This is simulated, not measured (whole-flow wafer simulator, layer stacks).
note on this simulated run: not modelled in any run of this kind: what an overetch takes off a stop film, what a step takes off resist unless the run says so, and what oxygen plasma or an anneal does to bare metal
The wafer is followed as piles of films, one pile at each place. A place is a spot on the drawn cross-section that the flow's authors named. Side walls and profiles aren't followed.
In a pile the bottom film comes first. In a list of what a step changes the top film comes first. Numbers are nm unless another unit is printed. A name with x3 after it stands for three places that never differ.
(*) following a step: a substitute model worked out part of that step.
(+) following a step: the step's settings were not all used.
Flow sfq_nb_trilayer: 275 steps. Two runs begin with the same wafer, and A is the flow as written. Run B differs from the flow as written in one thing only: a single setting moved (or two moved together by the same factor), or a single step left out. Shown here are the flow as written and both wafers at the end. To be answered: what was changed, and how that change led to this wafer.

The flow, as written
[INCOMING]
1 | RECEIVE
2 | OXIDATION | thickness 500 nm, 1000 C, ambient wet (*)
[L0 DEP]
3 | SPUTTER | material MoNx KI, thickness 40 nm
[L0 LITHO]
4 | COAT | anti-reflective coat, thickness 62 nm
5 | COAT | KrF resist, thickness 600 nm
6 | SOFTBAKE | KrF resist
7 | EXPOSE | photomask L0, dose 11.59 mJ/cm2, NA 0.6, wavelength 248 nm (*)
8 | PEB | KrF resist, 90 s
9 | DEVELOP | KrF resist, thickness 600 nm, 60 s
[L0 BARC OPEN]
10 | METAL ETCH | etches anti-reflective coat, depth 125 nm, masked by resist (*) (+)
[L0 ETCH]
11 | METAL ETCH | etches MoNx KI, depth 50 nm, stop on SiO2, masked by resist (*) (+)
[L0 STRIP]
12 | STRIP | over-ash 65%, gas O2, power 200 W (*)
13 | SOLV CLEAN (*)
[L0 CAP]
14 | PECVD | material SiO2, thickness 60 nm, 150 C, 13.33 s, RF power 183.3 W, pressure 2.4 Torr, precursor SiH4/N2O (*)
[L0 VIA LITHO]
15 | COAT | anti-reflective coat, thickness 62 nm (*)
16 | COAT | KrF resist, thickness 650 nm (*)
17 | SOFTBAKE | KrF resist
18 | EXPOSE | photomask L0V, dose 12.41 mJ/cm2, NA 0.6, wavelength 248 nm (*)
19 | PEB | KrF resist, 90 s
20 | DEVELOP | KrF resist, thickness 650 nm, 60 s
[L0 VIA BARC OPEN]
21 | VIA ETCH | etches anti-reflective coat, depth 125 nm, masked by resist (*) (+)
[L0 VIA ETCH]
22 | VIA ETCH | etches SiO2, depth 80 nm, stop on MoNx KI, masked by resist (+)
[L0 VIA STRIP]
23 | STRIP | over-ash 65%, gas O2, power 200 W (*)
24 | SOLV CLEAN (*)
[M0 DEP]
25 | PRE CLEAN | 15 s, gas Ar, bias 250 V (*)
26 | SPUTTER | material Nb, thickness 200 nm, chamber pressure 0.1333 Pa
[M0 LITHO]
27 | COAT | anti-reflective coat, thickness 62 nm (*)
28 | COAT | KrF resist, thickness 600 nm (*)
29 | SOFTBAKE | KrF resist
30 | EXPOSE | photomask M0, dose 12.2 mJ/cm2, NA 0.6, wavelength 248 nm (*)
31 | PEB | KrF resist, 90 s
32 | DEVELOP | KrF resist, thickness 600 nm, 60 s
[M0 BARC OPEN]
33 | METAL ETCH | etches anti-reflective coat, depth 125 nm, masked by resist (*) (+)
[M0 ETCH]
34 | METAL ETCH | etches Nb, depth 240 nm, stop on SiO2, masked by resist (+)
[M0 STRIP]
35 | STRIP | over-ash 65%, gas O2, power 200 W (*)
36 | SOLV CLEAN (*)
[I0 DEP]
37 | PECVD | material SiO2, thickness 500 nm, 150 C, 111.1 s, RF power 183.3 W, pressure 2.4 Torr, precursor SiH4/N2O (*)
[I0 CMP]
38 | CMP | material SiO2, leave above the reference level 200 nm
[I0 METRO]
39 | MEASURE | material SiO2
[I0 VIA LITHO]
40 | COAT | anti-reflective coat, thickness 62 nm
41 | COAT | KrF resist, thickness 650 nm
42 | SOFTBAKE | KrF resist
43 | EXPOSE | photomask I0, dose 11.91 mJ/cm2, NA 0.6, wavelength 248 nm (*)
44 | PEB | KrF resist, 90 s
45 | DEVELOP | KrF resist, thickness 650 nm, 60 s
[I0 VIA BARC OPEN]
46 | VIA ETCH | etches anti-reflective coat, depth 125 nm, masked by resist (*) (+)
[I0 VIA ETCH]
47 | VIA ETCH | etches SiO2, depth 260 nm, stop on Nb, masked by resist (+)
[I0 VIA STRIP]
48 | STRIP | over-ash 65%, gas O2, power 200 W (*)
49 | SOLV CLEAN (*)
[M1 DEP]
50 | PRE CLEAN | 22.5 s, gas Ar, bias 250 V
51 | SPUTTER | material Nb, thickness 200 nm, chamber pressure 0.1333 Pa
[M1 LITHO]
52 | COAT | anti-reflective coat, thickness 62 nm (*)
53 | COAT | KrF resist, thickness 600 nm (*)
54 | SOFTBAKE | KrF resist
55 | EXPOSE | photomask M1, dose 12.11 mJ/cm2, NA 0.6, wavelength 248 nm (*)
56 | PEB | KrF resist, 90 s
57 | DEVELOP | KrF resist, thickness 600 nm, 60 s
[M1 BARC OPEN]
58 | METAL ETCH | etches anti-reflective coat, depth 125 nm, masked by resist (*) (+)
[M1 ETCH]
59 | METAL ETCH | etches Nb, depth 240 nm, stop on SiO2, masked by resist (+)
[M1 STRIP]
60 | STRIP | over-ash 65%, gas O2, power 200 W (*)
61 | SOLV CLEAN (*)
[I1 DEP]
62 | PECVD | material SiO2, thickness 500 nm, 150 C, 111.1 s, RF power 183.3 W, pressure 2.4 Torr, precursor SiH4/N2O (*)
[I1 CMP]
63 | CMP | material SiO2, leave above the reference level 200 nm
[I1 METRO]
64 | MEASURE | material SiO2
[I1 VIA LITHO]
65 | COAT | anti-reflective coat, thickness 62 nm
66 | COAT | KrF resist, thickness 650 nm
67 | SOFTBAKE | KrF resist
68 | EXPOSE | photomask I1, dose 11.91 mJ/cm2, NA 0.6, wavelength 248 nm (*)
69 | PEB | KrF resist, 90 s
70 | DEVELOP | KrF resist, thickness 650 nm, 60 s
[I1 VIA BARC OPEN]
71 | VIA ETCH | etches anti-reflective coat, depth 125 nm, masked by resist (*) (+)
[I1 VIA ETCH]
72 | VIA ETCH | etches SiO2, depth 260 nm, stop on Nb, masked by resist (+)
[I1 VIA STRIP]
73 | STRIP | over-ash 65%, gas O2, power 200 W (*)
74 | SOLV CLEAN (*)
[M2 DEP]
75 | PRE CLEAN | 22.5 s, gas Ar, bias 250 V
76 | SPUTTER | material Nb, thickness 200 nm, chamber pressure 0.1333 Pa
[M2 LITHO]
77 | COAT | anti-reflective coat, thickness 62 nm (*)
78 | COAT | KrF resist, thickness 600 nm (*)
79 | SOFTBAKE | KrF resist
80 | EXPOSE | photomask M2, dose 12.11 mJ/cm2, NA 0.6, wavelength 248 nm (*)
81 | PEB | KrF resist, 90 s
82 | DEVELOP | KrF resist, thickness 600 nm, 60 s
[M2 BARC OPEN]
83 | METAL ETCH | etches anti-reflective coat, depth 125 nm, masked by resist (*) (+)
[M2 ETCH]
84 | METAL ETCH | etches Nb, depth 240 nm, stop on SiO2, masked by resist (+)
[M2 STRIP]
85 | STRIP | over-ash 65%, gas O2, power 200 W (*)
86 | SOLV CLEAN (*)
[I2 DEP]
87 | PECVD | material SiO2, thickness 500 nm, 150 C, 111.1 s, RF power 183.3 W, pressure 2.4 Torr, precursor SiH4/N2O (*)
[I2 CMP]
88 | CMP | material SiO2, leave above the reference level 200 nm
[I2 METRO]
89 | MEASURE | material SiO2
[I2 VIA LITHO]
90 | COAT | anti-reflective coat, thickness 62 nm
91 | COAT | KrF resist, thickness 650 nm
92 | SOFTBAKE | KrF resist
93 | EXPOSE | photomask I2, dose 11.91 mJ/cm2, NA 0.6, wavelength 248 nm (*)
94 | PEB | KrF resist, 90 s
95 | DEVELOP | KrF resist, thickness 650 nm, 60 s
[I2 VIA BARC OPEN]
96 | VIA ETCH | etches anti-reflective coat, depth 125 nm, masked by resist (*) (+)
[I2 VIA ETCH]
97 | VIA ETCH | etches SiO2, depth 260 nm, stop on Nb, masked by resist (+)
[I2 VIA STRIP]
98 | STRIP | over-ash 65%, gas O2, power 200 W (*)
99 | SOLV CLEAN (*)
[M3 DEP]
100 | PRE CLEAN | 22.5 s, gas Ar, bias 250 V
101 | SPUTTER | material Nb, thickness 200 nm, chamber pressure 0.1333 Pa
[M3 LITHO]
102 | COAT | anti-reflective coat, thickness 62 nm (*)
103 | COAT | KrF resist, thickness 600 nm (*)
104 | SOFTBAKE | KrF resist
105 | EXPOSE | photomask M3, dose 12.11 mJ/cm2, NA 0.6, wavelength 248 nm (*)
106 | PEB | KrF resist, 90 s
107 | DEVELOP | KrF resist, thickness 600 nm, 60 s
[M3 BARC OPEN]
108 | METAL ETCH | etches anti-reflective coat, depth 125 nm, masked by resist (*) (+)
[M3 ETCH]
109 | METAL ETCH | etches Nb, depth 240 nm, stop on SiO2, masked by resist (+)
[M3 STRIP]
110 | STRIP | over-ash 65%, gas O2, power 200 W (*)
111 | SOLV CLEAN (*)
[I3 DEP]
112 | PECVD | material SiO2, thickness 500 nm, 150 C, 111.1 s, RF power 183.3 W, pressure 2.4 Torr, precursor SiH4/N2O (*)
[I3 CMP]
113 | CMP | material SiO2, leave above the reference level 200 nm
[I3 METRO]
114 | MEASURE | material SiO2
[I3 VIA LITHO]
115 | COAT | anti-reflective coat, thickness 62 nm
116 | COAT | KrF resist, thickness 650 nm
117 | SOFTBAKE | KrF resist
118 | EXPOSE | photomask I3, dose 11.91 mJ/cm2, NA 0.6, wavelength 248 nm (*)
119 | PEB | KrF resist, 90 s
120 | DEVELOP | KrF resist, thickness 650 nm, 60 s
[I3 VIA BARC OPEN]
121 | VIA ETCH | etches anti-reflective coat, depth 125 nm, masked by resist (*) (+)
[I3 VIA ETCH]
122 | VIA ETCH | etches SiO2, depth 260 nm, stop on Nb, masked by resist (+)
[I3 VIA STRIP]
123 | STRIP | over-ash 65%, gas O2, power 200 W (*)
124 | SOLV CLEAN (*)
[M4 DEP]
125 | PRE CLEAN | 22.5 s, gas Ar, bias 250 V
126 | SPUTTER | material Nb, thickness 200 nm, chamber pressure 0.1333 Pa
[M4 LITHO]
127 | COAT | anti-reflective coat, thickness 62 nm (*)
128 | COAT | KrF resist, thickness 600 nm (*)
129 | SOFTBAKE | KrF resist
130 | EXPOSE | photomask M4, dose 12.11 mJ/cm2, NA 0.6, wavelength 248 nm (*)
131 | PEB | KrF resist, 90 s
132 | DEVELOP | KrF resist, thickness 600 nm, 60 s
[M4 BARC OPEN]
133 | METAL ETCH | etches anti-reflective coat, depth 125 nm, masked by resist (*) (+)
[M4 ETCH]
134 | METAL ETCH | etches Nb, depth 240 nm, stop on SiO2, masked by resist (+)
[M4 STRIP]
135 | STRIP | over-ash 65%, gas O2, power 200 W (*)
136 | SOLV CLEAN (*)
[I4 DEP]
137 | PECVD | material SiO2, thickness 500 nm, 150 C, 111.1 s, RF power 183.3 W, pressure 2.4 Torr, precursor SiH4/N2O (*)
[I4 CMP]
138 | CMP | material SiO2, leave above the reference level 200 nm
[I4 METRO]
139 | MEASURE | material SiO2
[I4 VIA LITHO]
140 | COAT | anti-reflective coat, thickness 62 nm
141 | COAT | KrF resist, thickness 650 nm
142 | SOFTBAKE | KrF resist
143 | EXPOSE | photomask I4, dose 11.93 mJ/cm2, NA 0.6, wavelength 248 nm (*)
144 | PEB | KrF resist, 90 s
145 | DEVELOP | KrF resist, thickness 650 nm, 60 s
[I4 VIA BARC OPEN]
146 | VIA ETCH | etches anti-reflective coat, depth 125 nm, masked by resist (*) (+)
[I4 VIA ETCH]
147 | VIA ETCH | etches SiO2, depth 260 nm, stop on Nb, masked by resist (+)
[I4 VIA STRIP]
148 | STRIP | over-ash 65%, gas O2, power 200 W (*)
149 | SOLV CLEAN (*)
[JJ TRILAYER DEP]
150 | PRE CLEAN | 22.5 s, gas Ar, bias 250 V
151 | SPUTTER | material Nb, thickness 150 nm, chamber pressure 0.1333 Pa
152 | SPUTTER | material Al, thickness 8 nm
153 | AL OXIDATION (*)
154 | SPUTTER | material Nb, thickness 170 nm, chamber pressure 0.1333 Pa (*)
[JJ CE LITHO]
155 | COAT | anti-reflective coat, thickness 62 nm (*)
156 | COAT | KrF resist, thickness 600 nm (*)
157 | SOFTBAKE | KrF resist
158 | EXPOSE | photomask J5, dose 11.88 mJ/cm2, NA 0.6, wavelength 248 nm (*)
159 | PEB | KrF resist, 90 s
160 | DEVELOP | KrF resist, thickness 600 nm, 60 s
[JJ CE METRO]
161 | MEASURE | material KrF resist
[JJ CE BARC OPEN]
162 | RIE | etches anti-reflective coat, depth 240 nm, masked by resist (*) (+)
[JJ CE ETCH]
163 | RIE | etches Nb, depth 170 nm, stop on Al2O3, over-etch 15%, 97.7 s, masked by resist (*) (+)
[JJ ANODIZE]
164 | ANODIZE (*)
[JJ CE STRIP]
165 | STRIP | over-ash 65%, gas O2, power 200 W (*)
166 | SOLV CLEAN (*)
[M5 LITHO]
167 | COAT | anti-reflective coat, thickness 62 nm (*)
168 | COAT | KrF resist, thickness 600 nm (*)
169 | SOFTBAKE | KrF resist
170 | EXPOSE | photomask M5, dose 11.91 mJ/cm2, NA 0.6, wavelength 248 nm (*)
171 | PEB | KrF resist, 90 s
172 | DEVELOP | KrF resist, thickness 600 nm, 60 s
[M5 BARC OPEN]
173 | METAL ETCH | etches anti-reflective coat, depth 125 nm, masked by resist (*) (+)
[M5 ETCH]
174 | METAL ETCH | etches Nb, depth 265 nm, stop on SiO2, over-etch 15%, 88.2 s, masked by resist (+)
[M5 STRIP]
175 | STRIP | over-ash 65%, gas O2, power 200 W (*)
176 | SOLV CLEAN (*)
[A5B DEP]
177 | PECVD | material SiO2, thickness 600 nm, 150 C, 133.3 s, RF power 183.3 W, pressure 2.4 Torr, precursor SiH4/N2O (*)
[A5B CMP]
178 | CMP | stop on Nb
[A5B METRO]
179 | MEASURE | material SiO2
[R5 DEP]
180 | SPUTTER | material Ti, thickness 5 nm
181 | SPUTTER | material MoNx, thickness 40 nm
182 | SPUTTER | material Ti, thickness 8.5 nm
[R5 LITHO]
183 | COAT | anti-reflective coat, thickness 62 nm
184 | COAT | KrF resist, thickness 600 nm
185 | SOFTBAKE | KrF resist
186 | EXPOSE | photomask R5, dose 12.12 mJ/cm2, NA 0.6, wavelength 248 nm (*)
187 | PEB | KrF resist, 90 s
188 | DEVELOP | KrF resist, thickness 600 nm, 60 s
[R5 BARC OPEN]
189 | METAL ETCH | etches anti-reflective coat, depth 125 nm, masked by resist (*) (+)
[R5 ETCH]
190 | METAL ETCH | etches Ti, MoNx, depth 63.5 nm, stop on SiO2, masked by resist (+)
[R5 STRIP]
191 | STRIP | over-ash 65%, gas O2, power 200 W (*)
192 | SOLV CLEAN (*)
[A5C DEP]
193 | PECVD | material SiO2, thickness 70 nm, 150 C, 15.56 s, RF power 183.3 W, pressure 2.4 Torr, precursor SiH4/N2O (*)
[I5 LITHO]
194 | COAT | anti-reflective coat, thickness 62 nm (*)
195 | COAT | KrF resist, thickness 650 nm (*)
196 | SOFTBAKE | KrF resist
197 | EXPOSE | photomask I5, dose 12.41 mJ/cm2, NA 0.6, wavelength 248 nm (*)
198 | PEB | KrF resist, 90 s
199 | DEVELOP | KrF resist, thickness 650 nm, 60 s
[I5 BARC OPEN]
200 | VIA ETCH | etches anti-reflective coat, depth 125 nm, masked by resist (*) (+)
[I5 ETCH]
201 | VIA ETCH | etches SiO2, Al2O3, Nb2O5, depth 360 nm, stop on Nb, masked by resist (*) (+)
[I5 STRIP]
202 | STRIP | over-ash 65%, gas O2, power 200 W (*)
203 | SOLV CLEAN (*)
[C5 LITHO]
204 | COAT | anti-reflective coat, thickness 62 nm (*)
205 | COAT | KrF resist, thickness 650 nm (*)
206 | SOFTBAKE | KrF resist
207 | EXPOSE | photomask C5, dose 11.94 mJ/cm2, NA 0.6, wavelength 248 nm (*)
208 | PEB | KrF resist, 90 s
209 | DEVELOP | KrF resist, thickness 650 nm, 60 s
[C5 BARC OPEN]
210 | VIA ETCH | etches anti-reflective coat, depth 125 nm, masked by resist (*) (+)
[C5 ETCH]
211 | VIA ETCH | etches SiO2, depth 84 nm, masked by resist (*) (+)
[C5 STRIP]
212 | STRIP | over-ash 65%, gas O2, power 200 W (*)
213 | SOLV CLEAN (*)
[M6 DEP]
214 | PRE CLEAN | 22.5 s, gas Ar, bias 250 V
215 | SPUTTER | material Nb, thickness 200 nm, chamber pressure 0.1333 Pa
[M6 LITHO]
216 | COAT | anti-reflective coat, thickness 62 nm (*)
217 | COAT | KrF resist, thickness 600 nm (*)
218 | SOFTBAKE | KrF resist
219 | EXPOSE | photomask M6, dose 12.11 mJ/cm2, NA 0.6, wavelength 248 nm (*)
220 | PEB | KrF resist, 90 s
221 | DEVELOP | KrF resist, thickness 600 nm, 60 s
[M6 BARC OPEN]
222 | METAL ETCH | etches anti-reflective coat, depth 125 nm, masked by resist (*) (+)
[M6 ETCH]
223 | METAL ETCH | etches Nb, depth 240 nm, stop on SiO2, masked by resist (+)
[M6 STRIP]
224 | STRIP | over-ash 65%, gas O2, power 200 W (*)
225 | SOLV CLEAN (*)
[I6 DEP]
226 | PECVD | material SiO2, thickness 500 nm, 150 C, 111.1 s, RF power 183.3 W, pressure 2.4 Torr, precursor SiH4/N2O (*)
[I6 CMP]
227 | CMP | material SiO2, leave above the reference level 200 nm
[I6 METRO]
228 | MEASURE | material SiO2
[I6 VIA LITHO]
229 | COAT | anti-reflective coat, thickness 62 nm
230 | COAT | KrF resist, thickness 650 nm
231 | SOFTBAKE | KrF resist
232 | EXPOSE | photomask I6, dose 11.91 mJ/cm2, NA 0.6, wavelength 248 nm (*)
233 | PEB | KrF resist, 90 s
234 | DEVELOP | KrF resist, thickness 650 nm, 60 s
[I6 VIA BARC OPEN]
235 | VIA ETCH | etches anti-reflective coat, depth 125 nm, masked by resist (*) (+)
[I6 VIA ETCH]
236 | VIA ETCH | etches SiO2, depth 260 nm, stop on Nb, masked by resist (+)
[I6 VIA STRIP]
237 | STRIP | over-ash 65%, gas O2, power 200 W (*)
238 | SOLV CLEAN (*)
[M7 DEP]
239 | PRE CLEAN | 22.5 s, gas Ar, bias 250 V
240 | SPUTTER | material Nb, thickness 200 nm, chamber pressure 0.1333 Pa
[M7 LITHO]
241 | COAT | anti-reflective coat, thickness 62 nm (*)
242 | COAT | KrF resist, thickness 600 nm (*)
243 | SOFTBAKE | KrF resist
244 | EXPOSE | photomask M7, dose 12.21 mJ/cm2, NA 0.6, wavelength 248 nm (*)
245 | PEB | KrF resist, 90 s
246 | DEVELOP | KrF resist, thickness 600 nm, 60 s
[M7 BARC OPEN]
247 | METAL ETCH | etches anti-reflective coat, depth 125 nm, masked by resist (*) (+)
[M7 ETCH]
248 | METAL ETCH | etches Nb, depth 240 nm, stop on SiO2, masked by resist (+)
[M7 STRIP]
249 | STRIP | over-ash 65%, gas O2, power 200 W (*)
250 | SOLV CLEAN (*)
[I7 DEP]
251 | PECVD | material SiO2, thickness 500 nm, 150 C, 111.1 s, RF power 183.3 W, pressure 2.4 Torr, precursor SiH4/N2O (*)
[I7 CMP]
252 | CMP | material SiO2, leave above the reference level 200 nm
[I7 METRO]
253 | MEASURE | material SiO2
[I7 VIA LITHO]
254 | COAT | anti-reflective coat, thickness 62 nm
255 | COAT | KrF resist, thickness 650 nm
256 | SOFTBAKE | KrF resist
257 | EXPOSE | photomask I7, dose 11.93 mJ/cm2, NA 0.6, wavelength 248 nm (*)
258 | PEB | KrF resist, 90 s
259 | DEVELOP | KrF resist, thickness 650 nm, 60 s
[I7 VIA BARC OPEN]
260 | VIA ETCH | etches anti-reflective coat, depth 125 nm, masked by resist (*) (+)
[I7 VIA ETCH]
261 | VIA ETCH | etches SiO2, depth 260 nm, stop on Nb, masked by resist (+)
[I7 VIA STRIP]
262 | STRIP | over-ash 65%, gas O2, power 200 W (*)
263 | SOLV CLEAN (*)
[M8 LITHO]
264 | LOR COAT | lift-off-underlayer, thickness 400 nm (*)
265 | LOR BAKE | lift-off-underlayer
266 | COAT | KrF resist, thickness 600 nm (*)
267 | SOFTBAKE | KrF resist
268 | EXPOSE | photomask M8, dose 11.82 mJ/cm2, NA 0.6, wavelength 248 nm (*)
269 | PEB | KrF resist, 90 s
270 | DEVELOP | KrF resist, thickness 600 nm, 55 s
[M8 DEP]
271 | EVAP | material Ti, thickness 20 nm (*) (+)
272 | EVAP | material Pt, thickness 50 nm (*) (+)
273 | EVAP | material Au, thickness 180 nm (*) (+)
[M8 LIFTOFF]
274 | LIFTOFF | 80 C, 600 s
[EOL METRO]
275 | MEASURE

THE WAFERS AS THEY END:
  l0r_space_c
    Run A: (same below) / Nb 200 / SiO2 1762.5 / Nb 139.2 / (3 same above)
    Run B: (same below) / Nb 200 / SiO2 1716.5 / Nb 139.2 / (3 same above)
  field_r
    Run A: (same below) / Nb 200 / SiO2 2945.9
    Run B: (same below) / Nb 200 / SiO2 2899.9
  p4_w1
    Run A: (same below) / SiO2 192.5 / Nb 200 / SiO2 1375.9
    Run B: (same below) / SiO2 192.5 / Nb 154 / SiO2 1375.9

The reason: step 126, SPUTTER: thickness 154 nm was run, while the flow as written has thickness 200 nm.
One can read it off the wafer: p4_w1 has Nb 154, and step 126 as written asks for 200 nm.

How this came from the change, step by step:
  126 | SPUTTER | material Nb, thickness 200 nm, chamber pressure 0.1333 Pa
      field_l, v_sur, via_wl and 102 more: A +200 Nb (new film) | B +154 Nb (new film)
      via_v: A +165.5 Nb | B +127.2 Nb
  134 | METAL ETCH | etches Nb, depth 240 nm, stop on SiO2, masked by resist (+)
      field_l, be, be_sur and 64 more: A -200 Nb (all of it) | B -154 Nb (all of it)
      v_sur, via_wl, via_w and 36 more: A -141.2 KrF resist | B -135.9 KrF resist
  137 | PECVD | material SiO2, thickness 500 nm, 150 C, 111.1 s, RF power 183.3 W, pressure 2.4 Torr, precursor SiH4/N2O (*)
      p3_s0, p3_s1, p3_s2, p3_s3, p3_s4, p3_s5: A +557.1 SiO2 | B +511.1 SiO2
      via_v: A +615 SiO2 (new film) | B +602.3 SiO2 (new film)
  138 | CMP | material SiO2, leave above the reference level 200 nm
      field_l, be, be_sur and 55 more: A -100 SiO2 | B -146 SiO2
      lsp_r, l0_sur, l0v: A -91.9 SiO2 | B -139.8 SiO2
      (as well as at 1 more place)
